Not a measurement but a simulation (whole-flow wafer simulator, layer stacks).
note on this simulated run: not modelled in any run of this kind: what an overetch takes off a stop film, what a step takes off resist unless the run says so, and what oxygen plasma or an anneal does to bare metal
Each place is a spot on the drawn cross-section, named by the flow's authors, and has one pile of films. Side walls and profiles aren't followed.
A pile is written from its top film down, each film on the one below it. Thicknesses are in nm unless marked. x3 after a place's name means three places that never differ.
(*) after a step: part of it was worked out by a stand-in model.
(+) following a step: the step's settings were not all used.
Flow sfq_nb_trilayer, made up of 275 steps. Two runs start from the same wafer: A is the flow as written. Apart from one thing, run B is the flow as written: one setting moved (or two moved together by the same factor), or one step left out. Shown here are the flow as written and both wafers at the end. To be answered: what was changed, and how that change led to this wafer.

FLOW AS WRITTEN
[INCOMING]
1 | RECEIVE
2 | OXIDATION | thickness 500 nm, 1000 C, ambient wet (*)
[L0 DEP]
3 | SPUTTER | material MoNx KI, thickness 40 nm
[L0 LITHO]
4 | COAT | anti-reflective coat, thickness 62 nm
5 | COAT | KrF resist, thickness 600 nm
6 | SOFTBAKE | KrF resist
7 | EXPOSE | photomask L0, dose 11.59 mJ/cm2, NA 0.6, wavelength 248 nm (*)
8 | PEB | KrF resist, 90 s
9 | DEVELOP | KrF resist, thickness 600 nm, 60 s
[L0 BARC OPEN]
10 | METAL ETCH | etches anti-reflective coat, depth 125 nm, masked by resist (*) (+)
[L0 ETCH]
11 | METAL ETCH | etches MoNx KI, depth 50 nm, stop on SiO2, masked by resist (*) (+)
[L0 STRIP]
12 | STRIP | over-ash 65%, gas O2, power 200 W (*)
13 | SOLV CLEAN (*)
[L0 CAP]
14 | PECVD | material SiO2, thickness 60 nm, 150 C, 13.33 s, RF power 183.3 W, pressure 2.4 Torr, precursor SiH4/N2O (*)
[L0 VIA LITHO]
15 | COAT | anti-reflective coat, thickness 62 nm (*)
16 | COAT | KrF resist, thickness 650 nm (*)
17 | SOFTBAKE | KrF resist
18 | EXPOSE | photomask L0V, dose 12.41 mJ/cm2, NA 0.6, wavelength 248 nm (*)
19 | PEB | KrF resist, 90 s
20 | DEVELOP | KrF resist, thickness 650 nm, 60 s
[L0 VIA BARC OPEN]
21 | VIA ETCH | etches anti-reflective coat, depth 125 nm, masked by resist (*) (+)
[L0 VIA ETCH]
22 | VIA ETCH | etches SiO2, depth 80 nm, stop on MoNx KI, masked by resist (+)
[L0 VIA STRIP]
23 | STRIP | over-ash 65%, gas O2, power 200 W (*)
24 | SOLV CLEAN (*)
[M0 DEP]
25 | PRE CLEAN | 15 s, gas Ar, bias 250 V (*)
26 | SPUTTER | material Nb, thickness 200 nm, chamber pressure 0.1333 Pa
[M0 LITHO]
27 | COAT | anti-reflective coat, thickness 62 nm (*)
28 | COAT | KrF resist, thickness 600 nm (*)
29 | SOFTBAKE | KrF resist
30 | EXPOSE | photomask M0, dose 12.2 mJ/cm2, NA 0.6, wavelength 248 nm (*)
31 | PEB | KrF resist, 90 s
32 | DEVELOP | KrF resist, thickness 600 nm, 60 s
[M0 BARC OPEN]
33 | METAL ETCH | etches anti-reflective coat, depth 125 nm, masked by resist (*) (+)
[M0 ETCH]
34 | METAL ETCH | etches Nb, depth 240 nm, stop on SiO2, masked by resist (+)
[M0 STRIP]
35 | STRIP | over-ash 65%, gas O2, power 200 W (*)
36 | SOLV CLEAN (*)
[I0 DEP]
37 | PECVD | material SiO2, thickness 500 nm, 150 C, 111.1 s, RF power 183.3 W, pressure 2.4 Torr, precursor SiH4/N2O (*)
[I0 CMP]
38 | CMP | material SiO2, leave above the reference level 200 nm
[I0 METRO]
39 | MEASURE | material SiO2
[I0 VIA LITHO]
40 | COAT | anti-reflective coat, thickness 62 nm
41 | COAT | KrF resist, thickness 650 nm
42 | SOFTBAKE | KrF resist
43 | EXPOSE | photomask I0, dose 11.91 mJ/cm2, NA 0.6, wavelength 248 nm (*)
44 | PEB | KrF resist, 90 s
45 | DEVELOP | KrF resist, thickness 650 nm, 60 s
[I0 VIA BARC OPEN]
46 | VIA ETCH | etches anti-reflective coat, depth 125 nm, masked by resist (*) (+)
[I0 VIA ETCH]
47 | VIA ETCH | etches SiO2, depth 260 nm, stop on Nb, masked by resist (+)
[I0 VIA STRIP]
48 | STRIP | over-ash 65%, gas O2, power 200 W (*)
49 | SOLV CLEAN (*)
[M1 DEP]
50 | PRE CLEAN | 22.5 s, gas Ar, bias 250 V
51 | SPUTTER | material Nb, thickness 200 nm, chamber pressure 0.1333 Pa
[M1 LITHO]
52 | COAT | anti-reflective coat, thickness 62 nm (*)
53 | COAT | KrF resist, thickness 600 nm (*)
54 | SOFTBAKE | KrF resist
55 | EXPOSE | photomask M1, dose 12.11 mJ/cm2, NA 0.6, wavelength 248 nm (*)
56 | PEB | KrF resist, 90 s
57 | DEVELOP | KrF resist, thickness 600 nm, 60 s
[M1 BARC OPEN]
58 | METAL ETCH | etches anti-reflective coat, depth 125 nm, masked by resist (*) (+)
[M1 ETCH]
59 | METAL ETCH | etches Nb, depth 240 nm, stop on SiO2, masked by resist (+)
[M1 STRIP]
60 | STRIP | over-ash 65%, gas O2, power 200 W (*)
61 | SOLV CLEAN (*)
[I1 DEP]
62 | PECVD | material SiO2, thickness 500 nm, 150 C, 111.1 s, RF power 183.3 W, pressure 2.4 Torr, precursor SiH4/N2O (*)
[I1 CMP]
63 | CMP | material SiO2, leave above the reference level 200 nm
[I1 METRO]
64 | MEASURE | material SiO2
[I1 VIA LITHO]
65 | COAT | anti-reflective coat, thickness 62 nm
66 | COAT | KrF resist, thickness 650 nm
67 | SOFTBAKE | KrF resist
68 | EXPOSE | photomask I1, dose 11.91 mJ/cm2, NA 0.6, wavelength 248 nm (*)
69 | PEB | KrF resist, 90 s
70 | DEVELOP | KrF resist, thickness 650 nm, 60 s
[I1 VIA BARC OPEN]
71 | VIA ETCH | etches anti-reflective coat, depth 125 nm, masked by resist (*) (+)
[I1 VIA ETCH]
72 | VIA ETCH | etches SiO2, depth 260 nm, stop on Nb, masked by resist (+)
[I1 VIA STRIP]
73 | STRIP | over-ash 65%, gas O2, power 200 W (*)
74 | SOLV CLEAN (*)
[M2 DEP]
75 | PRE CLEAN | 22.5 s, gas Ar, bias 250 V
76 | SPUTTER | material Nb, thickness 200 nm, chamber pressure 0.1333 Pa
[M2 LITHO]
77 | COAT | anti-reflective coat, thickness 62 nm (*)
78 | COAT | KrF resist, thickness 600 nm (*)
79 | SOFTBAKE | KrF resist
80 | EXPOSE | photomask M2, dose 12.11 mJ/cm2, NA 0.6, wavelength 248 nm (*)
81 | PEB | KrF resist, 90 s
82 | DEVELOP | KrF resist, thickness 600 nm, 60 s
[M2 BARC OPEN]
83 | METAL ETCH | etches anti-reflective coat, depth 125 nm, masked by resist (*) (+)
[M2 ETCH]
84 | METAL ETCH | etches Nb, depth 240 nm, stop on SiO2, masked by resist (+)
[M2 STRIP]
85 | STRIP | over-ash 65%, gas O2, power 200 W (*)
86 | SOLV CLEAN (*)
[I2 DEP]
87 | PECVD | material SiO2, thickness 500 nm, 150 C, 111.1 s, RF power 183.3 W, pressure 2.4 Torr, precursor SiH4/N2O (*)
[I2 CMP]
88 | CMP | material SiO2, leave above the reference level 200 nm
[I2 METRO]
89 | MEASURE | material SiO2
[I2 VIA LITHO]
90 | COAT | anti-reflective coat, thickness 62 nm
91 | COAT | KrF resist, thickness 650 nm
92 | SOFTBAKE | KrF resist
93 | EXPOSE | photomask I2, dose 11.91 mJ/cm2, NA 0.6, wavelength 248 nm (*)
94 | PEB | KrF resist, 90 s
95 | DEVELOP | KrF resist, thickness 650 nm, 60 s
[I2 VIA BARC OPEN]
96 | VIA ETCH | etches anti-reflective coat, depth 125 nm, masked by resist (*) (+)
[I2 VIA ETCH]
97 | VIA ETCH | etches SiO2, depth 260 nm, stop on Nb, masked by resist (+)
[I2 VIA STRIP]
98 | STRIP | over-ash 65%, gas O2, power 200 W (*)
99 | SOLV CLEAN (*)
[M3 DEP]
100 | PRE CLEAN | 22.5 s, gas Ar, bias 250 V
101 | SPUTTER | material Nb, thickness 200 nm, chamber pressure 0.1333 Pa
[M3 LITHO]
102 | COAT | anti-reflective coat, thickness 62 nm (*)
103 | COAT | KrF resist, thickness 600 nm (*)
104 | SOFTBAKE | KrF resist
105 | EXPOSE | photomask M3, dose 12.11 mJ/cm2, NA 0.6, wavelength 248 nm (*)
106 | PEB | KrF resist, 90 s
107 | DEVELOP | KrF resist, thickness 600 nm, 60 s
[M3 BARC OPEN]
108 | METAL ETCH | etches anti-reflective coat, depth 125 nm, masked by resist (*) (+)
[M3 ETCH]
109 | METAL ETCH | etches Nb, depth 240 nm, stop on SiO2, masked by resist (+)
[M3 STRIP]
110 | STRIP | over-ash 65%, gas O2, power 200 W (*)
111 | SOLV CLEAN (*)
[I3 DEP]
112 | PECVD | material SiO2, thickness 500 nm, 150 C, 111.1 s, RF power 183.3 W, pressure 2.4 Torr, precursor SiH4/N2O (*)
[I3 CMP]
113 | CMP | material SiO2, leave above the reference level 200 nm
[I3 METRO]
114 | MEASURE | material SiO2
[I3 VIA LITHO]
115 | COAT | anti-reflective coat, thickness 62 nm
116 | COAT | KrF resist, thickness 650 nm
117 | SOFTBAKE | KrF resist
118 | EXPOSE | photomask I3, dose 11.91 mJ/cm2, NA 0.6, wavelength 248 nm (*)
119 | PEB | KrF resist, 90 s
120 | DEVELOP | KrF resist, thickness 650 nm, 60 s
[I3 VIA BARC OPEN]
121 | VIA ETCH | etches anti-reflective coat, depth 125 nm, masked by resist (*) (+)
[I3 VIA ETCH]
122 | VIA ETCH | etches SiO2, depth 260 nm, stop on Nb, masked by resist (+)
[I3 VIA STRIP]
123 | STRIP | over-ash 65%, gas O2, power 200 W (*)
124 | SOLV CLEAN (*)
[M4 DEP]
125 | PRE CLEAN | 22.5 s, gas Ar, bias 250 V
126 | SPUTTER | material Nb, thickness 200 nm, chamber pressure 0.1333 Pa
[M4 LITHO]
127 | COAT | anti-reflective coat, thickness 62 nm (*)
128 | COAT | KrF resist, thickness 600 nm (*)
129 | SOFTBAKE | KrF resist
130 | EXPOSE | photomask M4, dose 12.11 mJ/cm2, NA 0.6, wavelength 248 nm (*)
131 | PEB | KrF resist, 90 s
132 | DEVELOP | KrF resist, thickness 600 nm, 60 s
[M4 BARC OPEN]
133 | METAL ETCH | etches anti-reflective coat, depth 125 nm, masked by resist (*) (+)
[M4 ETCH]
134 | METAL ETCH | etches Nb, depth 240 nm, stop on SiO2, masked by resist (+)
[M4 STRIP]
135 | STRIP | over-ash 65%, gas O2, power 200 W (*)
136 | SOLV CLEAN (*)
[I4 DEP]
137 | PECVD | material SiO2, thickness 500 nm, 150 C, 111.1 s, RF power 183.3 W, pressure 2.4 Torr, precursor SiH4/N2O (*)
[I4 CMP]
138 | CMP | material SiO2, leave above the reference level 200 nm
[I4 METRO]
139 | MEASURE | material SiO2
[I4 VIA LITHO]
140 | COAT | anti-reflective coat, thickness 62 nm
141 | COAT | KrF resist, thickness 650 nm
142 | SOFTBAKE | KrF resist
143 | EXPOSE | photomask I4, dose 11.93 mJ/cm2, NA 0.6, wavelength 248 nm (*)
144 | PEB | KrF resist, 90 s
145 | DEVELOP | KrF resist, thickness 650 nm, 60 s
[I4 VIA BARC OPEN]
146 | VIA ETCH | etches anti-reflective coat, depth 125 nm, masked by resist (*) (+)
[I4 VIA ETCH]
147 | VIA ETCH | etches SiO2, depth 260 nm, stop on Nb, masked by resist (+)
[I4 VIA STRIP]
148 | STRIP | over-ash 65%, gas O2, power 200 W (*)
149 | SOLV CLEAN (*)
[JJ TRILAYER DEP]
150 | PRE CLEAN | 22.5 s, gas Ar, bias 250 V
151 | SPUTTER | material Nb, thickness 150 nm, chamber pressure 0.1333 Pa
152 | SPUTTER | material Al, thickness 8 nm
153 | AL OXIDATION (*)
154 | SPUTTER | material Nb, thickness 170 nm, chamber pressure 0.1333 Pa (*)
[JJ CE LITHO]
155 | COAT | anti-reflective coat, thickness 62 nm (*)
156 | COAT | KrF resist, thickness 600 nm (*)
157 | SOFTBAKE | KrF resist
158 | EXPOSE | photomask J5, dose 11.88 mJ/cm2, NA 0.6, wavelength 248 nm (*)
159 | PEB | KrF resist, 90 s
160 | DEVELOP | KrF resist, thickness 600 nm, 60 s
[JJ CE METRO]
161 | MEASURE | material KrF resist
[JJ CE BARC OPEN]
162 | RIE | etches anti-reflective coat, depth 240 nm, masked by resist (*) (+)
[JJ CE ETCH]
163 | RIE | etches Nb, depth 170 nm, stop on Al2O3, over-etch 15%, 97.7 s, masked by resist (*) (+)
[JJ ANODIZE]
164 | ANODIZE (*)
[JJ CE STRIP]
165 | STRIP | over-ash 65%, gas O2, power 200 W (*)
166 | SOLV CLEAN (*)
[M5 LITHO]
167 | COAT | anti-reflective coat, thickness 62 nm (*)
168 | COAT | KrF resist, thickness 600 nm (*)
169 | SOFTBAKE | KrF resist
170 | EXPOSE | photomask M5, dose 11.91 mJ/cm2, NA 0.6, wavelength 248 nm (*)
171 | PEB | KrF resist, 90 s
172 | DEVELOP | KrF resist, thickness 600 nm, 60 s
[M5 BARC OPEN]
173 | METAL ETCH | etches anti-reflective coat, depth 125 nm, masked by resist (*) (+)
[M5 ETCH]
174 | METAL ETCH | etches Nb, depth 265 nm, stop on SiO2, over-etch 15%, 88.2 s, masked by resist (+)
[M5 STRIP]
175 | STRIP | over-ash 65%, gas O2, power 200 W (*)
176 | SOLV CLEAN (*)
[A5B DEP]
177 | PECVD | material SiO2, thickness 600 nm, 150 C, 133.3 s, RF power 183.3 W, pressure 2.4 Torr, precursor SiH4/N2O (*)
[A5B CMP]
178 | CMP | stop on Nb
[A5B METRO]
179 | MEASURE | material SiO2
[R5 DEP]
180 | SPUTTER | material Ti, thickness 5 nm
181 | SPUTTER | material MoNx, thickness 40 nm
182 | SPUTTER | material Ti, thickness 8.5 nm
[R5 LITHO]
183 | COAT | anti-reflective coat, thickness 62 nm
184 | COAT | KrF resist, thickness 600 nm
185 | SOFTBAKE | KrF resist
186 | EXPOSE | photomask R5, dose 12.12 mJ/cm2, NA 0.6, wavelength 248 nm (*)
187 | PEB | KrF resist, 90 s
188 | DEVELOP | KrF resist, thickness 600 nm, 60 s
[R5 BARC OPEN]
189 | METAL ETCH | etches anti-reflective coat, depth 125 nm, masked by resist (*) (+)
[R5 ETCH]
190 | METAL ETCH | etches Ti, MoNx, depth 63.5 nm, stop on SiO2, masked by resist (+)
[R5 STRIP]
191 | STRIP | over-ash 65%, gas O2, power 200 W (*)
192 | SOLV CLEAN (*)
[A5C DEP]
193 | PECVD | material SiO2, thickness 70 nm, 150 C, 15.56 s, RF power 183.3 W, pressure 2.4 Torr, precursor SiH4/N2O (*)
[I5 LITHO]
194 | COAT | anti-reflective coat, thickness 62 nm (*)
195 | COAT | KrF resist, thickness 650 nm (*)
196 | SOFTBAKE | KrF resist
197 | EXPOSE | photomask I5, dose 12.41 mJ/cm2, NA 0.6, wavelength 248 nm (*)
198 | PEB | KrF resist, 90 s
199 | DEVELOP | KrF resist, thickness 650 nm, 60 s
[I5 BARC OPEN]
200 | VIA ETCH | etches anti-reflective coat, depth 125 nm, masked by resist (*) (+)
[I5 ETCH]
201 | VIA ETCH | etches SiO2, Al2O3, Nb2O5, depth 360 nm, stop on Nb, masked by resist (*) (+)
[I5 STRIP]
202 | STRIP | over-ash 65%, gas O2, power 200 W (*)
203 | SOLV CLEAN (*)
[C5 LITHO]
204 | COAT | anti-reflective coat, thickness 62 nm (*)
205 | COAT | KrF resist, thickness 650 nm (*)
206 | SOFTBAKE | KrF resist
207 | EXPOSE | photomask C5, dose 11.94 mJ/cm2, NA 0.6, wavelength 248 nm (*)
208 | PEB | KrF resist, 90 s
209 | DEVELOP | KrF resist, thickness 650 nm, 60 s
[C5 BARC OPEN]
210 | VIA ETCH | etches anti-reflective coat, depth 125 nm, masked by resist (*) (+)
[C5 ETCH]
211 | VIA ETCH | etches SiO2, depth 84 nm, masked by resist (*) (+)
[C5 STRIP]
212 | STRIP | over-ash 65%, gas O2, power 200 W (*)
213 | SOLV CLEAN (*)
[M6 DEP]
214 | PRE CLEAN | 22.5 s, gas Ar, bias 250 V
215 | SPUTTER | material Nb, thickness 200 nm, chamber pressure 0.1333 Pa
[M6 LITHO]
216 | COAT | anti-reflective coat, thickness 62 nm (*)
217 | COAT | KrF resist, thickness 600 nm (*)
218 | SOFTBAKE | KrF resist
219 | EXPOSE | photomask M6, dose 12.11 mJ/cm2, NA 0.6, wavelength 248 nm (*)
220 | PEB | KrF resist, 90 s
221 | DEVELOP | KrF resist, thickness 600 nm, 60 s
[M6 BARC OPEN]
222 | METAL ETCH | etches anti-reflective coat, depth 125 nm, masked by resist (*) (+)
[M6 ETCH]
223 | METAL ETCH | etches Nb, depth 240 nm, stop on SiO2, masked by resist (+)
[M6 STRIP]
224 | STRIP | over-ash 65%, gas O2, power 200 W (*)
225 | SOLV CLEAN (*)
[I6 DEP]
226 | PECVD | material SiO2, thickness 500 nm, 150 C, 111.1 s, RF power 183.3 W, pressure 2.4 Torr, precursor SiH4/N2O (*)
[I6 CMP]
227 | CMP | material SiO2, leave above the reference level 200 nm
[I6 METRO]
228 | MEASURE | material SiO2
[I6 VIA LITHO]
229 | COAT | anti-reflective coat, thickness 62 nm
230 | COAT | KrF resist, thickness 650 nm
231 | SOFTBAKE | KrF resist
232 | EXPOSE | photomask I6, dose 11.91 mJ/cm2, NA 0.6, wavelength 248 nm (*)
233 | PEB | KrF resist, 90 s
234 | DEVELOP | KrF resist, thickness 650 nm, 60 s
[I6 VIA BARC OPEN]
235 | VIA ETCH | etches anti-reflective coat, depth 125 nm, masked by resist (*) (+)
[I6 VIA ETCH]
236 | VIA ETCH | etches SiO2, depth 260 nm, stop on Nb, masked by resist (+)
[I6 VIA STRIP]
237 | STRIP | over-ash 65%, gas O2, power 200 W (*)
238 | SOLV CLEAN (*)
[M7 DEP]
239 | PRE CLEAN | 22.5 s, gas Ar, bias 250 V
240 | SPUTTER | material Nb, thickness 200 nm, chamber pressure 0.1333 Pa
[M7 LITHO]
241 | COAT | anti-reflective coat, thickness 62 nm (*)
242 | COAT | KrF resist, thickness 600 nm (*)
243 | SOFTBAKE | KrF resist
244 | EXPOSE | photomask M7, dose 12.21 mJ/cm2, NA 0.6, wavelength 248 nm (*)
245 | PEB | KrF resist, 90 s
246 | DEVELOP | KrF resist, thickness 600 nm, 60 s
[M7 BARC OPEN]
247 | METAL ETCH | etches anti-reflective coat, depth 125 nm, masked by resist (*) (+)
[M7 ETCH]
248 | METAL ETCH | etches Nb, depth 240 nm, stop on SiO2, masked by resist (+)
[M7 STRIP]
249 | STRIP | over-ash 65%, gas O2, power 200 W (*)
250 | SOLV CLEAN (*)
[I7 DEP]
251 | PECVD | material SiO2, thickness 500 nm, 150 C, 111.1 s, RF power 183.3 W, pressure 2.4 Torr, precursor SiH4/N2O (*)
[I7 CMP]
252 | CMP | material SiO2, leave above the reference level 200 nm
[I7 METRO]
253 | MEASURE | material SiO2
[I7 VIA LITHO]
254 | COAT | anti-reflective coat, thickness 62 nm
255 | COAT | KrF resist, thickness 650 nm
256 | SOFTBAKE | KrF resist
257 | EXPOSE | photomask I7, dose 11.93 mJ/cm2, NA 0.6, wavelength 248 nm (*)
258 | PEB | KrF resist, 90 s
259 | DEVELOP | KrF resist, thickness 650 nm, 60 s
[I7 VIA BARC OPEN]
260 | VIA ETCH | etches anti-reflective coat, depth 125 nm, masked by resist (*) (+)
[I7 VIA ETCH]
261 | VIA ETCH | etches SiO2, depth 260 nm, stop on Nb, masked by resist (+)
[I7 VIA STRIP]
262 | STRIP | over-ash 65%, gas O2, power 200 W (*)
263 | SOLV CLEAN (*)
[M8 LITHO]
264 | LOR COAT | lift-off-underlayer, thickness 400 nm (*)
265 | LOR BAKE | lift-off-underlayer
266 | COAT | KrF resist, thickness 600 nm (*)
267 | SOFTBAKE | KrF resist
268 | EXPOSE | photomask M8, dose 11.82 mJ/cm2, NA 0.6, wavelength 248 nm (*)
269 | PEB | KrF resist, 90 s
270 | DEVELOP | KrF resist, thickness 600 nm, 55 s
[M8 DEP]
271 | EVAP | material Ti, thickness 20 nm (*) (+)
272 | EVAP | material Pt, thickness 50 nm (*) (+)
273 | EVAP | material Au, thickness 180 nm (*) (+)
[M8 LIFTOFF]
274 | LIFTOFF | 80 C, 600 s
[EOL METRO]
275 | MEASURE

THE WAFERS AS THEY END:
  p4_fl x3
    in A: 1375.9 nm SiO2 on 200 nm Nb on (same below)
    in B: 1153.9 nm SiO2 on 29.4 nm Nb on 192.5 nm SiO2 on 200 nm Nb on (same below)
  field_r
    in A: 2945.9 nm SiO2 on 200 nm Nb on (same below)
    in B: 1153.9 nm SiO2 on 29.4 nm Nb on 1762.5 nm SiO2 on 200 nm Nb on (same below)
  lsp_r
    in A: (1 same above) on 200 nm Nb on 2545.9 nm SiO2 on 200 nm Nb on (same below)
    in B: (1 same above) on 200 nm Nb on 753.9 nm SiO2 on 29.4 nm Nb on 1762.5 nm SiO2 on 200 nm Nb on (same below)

What caused this: step 174, METAL ETCH: depth 132.5 nm was run, while the flow as written has depth 265 nm.

Step by step, how the change led to this:
  174 | METAL ETCH | etches Nb, depth 265 nm, stop on SiO2, over-etch 15%, 88.2 s, masked by resist (+)
      field_l, r_sur, res and 50 more: A Al2O3 loses 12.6 (all of it), Nb2O5 loses 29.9 (all of it), Nb loses 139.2 (all of it), SiO2 loses 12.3 | B Al2O3 loses 12.6 (all of it), Nb2O5 loses 29.9 (all of it), Nb loses 109.8
      v_sur, via_wl, via_w and 50 more: A KrF resist loses 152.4 | B KrF resist loses 76.2
  175 | STRIP | over-ash 65%, gas O2, power 200 W (*)
      l0r_line_l, l0r_line_c, l0r_space_c and 27 more: A KrF resist loses 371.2 (all of it), anti-reflective coat loses 62 (all of it) | B KrF resist loses 447.4 (all of it), anti-reflective coat loses 62 (all of it)
      v_sur: A KrF resist loses 349.2 (all of it), anti-reflective coat loses 44.9 (all of it) | B KrF resist loses 425.4 (all of it), anti-reflective coat loses 44.9 (all of it)
      (also at 22 further places)
  177 | PECVD | material SiO2, thickness 600 nm, 150 C, 133.3 s, RF power 183.3 W, pressure 2.4 Torr, precursor SiH4/N2O (*)
      field_l, p4_fl x3, p4_w1 x9 and 29 more: A SiO2 gains 600 | B SiO2 gains 600 (new film)
      r_sur, res, r_end, moat, field_r, lsp_l: A SiO2 gains 592.9 | B SiO2 gains 600 (new film)
      (also at 5 further places)
  178 | CMP | stop on Nb
      p4_fl x3, p4_w1 x9, p4_g1 x2 and 26 more: A SiO2 loses 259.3 | B SiO2 loses 301.1
      r_sur, res, r_end, moat, field_r, lsp_l: A SiO2 loses 252.3 | B SiO2 loses 301.1
      (also at 7 further places)
If metal films that touch count as one body, p4_fl x3 has 3 bodies (between them, from the top down: SiO2 192.5; SiO2 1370); the flow as written gives 2 bodies (between them, from the top down: SiO2 1370).
If metal films that touch count as one body, field_r has 2 bodies (between them, from the top down: SiO2 1762.5); the flow as written gives 1 body.
If metal films that touch count as one body, lsp_r has 3 bodies (between them, from the top down: SiO2 753.9; SiO2 1762.5); the flow as written gives 2 bodies (between them, from the top down: SiO2 2545.9).
